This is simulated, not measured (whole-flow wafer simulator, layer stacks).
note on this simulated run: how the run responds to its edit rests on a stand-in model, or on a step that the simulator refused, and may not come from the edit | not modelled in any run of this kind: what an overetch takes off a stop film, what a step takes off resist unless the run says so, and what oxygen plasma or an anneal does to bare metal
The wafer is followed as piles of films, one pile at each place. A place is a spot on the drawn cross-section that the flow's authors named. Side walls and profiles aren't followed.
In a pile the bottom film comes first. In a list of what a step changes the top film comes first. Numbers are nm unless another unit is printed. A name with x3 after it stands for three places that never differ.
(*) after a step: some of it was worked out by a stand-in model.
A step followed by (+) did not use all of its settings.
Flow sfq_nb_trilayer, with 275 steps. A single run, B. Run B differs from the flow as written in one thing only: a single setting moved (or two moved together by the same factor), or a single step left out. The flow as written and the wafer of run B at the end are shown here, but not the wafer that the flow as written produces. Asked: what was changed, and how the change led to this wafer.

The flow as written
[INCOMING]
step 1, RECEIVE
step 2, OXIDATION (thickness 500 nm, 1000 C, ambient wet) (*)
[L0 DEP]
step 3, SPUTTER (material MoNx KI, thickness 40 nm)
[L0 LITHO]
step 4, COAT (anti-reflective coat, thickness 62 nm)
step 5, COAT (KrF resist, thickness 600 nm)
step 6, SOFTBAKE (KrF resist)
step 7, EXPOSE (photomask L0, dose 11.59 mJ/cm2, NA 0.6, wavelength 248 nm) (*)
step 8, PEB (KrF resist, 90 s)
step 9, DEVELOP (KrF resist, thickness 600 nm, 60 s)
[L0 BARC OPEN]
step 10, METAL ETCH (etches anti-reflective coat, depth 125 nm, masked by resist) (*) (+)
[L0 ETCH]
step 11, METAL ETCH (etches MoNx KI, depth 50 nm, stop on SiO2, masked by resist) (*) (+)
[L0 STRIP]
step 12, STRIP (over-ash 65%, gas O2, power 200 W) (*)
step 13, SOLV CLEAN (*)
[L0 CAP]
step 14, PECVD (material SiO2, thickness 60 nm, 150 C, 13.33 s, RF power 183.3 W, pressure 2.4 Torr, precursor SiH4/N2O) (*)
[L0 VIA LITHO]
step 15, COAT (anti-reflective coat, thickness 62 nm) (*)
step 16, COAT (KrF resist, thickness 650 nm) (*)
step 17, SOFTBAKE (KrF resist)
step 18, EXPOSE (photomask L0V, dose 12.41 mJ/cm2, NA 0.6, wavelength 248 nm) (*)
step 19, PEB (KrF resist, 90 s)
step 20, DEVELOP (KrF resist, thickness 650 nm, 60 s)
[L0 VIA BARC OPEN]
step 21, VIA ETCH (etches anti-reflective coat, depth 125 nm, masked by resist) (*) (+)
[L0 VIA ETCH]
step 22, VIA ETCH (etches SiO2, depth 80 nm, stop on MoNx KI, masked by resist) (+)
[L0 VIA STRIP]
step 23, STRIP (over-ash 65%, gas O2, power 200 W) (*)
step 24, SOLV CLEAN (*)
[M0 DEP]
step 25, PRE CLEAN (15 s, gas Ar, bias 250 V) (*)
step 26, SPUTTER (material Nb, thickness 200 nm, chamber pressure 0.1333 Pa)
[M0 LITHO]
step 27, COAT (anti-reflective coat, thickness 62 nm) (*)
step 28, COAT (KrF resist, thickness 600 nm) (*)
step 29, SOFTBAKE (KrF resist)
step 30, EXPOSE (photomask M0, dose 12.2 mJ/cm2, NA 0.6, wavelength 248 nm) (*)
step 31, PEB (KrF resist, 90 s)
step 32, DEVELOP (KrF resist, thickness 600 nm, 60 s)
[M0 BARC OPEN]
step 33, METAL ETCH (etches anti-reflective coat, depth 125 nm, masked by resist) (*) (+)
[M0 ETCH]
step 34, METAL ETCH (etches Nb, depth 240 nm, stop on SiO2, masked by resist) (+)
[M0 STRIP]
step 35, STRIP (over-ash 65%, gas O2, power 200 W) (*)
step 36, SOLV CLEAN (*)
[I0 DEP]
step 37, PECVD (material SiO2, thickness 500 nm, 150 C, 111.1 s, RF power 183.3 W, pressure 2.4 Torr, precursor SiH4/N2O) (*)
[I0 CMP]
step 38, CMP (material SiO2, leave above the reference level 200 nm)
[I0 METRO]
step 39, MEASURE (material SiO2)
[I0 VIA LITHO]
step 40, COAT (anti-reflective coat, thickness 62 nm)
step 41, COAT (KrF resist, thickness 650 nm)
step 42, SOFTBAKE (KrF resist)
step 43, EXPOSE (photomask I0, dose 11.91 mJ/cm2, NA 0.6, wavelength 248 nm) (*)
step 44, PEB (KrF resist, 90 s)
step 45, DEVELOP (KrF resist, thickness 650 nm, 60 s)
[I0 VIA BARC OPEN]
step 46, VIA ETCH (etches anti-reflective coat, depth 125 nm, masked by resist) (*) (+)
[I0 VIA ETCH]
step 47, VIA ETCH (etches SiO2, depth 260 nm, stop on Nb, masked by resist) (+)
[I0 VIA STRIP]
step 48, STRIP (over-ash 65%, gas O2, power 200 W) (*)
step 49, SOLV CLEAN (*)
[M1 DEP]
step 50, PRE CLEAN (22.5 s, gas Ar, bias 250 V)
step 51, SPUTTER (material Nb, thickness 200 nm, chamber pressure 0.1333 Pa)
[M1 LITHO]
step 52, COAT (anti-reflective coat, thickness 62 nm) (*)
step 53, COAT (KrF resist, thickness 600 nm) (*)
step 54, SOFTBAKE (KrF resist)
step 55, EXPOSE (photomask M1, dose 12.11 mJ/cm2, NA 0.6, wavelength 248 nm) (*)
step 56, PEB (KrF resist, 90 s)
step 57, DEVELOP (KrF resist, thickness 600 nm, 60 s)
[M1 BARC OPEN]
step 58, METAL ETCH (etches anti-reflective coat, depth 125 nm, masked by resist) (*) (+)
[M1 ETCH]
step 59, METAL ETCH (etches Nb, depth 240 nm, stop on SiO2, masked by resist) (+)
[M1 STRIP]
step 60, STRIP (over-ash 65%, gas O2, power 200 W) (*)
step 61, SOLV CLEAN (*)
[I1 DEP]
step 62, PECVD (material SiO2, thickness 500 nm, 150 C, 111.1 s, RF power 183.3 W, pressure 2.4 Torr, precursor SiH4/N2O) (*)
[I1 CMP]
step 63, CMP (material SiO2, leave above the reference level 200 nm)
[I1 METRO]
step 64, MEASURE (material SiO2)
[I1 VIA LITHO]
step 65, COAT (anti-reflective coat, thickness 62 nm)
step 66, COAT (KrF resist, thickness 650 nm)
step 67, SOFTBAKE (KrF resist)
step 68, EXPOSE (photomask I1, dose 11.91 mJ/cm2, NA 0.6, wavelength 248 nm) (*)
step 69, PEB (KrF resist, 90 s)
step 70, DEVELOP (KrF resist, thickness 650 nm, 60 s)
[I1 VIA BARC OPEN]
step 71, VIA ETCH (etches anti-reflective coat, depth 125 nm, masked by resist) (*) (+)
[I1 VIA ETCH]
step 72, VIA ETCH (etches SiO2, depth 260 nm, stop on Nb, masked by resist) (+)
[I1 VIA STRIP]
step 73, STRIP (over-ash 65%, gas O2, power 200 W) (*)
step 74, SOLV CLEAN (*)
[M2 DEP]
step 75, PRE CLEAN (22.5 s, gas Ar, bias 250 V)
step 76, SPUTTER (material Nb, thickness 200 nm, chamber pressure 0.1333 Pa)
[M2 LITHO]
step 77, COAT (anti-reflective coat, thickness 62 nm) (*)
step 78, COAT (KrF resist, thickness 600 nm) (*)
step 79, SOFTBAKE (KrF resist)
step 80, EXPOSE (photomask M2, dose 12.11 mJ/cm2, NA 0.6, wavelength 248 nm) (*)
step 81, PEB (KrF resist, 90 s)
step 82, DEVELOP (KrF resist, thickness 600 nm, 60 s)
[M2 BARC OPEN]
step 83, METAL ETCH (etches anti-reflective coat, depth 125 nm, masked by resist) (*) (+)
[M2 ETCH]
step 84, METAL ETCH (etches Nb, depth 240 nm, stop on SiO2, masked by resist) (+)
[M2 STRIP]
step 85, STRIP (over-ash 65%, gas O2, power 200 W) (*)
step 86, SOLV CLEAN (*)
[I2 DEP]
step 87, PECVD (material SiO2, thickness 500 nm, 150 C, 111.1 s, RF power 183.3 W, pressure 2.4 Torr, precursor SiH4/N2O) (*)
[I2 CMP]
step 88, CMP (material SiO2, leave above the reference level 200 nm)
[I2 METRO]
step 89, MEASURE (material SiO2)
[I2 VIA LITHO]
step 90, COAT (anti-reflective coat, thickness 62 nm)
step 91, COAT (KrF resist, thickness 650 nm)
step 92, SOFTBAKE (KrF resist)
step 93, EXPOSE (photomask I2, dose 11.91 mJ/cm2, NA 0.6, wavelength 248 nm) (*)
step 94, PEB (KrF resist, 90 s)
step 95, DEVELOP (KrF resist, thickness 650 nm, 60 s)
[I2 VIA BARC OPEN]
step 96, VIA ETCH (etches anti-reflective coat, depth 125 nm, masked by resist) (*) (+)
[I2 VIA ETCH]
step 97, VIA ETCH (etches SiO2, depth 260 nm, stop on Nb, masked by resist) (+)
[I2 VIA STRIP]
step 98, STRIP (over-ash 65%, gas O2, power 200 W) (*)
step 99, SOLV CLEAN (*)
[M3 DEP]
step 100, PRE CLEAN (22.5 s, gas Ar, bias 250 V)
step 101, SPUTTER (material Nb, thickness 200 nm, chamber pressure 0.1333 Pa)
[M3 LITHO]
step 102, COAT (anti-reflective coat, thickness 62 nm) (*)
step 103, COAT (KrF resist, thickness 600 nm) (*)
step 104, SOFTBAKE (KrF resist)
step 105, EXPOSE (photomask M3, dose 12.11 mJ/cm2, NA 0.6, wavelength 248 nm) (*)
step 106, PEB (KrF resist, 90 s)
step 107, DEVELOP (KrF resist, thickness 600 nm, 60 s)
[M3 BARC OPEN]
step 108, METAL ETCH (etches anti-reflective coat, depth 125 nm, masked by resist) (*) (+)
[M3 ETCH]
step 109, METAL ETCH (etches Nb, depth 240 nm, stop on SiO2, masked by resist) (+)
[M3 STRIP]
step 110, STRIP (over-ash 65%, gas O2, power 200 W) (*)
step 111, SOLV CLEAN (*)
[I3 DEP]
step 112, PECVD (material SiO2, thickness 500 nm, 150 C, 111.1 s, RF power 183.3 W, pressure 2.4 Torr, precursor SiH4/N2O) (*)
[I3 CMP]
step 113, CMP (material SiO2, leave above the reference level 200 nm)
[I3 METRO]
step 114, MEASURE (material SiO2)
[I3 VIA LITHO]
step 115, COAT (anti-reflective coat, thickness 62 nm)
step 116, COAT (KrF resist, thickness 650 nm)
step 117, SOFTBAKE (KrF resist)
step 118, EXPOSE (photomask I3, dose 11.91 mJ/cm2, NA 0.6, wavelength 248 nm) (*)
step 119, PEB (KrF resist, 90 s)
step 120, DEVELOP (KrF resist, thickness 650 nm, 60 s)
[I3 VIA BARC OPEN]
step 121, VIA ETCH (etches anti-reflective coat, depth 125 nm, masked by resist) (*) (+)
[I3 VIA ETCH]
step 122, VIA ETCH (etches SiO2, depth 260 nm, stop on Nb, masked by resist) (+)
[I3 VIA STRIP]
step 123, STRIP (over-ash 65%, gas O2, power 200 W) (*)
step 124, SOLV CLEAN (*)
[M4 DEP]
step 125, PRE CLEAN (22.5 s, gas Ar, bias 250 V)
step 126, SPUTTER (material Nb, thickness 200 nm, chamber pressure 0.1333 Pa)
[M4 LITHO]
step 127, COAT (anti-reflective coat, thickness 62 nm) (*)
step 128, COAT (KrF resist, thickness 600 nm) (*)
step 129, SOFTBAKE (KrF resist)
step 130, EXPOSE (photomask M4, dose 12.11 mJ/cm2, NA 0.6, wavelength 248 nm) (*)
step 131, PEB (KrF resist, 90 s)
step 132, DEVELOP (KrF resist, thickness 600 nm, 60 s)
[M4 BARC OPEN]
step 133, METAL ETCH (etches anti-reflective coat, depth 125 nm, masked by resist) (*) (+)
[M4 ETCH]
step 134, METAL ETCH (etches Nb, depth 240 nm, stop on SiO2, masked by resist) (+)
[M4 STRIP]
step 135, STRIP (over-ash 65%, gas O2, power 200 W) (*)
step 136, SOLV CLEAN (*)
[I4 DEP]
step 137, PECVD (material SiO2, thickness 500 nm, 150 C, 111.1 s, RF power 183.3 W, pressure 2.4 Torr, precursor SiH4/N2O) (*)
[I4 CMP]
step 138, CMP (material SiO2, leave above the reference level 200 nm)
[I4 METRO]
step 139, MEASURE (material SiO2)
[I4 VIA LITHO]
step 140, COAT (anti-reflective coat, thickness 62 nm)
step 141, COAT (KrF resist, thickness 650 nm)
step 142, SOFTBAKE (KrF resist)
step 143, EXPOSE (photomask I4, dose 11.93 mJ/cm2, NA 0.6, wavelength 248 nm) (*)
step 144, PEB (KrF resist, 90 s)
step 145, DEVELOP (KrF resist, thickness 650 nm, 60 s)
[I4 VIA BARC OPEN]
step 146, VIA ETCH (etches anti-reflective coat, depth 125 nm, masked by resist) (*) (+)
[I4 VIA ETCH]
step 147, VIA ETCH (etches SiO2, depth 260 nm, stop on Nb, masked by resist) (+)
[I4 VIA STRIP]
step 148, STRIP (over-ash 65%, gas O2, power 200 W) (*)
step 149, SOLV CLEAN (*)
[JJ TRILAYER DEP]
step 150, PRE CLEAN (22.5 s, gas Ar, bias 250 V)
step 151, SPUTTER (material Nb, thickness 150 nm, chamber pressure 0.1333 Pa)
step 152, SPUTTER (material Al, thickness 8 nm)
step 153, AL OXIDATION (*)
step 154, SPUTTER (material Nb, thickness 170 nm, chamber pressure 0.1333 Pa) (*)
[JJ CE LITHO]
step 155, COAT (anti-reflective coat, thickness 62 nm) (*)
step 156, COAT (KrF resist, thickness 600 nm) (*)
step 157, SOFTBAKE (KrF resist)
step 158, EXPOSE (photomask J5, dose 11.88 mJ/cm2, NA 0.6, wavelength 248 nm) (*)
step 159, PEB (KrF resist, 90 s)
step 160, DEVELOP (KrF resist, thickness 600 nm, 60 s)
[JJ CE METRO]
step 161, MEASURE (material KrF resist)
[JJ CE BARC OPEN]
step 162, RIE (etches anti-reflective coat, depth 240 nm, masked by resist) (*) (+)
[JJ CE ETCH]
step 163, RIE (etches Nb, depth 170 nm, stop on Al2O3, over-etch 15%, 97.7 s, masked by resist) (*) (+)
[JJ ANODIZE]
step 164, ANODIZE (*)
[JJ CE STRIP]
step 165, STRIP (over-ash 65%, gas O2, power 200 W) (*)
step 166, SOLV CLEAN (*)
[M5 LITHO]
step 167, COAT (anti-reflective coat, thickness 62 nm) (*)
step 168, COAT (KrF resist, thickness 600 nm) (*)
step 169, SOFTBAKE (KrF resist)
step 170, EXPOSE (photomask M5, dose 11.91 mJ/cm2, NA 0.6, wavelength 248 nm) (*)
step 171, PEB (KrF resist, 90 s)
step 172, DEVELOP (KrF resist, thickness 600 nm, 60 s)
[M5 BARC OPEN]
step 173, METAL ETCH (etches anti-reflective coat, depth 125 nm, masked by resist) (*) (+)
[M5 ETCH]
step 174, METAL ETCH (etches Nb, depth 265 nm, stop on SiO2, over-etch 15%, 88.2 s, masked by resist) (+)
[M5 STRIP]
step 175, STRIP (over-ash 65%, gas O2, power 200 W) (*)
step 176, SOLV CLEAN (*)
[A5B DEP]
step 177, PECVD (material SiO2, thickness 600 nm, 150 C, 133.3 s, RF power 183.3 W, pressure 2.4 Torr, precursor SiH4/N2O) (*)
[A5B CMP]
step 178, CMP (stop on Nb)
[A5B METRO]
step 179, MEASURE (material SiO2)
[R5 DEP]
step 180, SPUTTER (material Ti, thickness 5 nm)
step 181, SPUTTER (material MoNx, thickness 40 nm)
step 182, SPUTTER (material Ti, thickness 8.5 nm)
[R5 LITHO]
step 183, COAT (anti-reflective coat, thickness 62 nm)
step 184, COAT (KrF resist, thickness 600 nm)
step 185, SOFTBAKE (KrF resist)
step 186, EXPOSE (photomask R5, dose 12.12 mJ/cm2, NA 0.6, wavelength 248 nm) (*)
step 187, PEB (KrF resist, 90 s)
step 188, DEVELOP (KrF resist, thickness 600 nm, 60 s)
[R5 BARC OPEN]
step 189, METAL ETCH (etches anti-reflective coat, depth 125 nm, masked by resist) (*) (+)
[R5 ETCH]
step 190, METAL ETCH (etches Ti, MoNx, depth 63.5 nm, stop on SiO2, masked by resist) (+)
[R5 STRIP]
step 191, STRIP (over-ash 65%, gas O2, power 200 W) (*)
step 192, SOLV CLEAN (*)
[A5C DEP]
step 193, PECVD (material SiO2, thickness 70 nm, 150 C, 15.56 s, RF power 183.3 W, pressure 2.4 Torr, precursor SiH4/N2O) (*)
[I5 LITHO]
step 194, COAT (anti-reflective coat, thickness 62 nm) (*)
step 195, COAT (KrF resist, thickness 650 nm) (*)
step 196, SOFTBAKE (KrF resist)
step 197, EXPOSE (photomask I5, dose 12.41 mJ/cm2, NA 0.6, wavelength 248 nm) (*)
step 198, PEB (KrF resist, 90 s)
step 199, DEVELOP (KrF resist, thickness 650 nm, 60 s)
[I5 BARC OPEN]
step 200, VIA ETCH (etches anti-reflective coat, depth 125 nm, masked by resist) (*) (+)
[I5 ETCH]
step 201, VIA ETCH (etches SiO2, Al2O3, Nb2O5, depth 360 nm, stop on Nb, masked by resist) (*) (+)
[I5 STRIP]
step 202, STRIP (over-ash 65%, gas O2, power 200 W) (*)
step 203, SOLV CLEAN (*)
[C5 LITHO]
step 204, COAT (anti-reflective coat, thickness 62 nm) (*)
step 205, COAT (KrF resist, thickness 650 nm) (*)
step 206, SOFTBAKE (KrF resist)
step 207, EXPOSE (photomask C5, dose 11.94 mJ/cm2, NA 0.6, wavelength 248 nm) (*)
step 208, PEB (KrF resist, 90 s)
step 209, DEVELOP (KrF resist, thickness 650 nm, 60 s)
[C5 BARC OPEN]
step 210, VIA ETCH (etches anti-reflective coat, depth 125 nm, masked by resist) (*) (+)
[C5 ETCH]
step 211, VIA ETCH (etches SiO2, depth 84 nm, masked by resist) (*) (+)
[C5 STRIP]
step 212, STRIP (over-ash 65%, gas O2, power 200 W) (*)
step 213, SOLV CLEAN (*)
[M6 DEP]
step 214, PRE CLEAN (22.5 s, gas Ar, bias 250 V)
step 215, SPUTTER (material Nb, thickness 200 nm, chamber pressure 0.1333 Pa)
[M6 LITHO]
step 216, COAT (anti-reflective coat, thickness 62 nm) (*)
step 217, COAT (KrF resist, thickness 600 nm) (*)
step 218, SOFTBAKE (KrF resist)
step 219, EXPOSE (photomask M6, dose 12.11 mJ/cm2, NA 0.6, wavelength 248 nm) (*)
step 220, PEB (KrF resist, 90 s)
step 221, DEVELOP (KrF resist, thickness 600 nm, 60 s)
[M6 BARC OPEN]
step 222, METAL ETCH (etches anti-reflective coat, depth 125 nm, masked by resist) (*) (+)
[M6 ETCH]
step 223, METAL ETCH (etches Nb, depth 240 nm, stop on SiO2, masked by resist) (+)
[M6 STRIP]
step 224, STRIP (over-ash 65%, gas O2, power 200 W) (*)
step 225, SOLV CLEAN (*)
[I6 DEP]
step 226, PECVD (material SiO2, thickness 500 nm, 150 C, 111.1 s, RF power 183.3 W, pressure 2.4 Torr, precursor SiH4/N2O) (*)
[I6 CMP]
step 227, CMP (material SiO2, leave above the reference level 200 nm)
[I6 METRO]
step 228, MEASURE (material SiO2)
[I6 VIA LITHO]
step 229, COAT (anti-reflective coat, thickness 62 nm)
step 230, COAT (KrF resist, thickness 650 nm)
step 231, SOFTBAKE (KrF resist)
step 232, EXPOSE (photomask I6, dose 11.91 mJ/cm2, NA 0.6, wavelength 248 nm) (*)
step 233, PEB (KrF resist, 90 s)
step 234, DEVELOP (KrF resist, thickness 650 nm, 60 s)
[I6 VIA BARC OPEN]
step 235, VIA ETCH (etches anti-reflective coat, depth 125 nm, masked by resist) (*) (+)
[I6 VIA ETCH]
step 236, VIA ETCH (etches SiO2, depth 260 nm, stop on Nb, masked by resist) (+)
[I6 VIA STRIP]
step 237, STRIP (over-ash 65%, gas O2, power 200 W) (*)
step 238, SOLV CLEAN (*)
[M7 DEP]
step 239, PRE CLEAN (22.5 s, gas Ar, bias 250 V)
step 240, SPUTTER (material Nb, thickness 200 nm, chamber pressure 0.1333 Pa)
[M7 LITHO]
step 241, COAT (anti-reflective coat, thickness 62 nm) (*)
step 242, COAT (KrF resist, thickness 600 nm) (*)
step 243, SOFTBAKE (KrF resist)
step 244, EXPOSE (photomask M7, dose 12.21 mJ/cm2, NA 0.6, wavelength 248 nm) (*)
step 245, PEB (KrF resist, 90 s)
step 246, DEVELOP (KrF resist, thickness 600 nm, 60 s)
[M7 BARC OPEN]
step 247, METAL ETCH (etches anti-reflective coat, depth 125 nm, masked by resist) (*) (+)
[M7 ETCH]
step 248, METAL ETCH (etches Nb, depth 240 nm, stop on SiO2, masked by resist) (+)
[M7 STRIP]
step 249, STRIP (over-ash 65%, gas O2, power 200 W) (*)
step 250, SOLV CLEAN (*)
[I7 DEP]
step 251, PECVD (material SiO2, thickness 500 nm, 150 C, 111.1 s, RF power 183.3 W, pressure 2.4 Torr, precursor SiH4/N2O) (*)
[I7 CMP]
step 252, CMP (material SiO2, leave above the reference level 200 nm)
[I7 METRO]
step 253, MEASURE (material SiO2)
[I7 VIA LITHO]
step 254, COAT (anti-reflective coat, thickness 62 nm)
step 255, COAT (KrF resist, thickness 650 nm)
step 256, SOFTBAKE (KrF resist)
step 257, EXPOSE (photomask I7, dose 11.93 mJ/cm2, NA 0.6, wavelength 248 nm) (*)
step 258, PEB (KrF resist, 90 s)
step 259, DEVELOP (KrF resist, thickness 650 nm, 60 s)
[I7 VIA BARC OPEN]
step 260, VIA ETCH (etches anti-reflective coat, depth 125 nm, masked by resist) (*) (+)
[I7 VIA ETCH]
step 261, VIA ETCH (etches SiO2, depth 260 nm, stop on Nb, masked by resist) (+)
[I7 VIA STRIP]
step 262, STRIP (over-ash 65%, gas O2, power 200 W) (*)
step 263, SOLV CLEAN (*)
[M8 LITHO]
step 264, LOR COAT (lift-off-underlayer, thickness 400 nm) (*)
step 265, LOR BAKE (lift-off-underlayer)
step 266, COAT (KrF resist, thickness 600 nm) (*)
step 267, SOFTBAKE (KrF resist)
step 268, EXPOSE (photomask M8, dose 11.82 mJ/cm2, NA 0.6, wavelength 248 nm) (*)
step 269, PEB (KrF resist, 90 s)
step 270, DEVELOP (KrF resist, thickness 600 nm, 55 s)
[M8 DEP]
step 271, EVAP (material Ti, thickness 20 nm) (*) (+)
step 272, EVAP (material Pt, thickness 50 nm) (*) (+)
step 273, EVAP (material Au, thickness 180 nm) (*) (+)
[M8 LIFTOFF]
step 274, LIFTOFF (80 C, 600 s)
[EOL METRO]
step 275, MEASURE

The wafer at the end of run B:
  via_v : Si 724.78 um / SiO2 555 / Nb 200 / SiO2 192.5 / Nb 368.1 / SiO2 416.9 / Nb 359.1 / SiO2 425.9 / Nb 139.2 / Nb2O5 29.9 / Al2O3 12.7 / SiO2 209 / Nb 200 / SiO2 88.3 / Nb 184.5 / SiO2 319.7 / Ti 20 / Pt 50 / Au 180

The reason: step 236, VIA ETCH: depth 104 nm was run, though the flow has depth 260 nm.

Step by step, how the change led to this:
  step 236, VIA ETCH (etches SiO2, depth 260 nm, stop on Nb, masked by resist) (+)
      via_v: -104 SiO2 (it would be, as written: -199.8 SiO2 (all of it))
      field_l, v_sur, via_wl and 102 more: -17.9 KrF resist (it would be, as written: -44.8 KrF resist)
  step 237, STRIP (over-ash 65%, gas O2, power 200 W) (*)
      field_l, v_sur, via_wl and 102 more: -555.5 KrF resist (all of it), -62 anti-reflective coat (all of it) (it would be, as written: -528.6 KrF resist (all of it), -62 anti-reflective coat (all of it))
  step 239, PRE CLEAN (22.5 s, gas Ar, bias 250 V)
      via_v: -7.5 SiO2 (it would be, as written: -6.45 Nb)
  step 240, SPUTTER (material Nb, thickness 200 nm, chamber pressure 0.1333 Pa)
      via_v: +184.5 Nb (new film) (it would be, as written: +161.1 Nb)
  step 241, COAT (anti-reflective coat, thickness 62 nm) (*)
      via_sp: +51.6 anti-reflective coat (new film) (it would be, as written: +53.1 anti-reflective coat (new film))
      via_v: +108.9 anti-reflective coat (new film) (it would be, as written: +126 anti-reflective coat (new film))
      (and at 1 other place as well)
  step 242, COAT (KrF resist, thickness 600 nm) (*)
      via_v: +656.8 KrF resist (new film) (it would be, as written: +742.5 KrF resist (new film))
  step 249, STRIP (over-ash 65%, gas O2, power 200 W) (*)
      via_sp: -382.7 KrF resist (all of it), -51.6 anti-reflective coat (all of it) (it would be, as written: -373.6 KrF resist (all of it), -53.1 anti-reflective coat (all of it))
      via_v: -439 KrF resist (all of it), -108.9 anti-reflective coat (all of it) (it would be, as written: -524.5 KrF resist (all of it), -126 anti-reflective coat (all of it))
      (and at 1 other place as well)
  step 251, PECVD (material SiO2, thickness 500 nm, 150 C, 111.1 s, RF power 183.3 W, pressure 2.4 Torr, precursor SiH4/N2O) (*)
      via_v: +500 SiO2 (new film) (it would be, as written: +621 SiO2 (new film))
With metal films that touch counted as one body, via_v has 7 bodies (between them, from the top down: SiO2 319.7; SiO2 88.3; SiO2 209 / Al2O3 12.7 / Nb2O5 29.9; SiO2 425.9; SiO2 416.9; SiO2 192.5); the flow as written gives 6 bodies (between them, from the top down: SiO2 437.8; SiO2 209 / Al2O3 12.7 / Nb2O5 29.9; SiO2 425.9; SiO2 416.9; SiO2 192.5).
